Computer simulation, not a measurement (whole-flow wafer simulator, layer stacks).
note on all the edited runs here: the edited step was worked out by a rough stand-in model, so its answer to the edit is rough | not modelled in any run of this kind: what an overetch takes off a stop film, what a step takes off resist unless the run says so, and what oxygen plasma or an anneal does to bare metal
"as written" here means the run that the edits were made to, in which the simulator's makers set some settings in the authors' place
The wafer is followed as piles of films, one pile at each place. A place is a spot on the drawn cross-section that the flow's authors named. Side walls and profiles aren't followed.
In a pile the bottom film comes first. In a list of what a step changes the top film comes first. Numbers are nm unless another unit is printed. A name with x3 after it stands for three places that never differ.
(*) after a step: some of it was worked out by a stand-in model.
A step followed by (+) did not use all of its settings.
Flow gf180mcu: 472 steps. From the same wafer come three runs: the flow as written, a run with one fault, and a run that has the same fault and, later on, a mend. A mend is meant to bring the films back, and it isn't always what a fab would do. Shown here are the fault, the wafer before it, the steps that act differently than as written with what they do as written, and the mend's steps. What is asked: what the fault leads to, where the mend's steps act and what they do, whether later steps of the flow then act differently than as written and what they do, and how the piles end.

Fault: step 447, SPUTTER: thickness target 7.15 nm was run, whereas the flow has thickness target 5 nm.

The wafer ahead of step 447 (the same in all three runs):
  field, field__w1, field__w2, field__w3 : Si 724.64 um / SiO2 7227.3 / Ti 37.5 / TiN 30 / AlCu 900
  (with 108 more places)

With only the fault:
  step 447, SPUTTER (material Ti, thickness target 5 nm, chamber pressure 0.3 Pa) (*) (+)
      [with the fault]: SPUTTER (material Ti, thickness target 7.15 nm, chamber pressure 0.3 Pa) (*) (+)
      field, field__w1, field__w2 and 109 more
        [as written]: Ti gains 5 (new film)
        [with the fault]: Ti gains 7.15 (new film)
  Later steps of the flow acting differently than as written (5 other steps are not shown; they differ only slightly, by no more than 2% or 0.5 nm, whichever is larger):
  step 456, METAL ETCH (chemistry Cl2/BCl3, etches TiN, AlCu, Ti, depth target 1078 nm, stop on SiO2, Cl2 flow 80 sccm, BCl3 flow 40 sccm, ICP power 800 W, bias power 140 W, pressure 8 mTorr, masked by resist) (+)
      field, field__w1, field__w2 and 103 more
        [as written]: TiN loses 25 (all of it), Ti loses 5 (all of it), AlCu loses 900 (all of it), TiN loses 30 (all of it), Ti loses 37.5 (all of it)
        [with the fault]: TiN loses 25 (all of it), Ti loses 7.15 (all of it), AlCu loses 900 (all of it), TiN loses 30 (all of it), Ti loses 37.5 (all of it)
  At field__w8, contact, m1, m1__w1, pad, m1_nw, the piles at the end differ from the flow's by more than 2% or 0.5 nm, whichever is larger.
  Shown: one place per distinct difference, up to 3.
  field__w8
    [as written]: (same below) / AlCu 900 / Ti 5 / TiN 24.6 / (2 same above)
    [with the fault]: (same below) / AlCu 900 / Ti 7.15 / TiN 24.6 / (2 same above)
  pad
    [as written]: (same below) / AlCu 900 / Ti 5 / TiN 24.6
    [with the fault]: (same below) / AlCu 900 / Ti 7.15 / TiN 24.6

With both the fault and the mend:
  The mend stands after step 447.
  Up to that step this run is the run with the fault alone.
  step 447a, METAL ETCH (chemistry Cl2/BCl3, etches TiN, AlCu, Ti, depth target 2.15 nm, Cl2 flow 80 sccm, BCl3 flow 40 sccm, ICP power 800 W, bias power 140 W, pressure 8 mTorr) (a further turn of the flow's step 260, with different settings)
      field, field__w1, field__w2 and 109 more
        Ti loses 2.15
  None of the later steps of the flow acts differently than as written at any place that is followed.
  At every place that both follow, the piles at the end match the flow's.
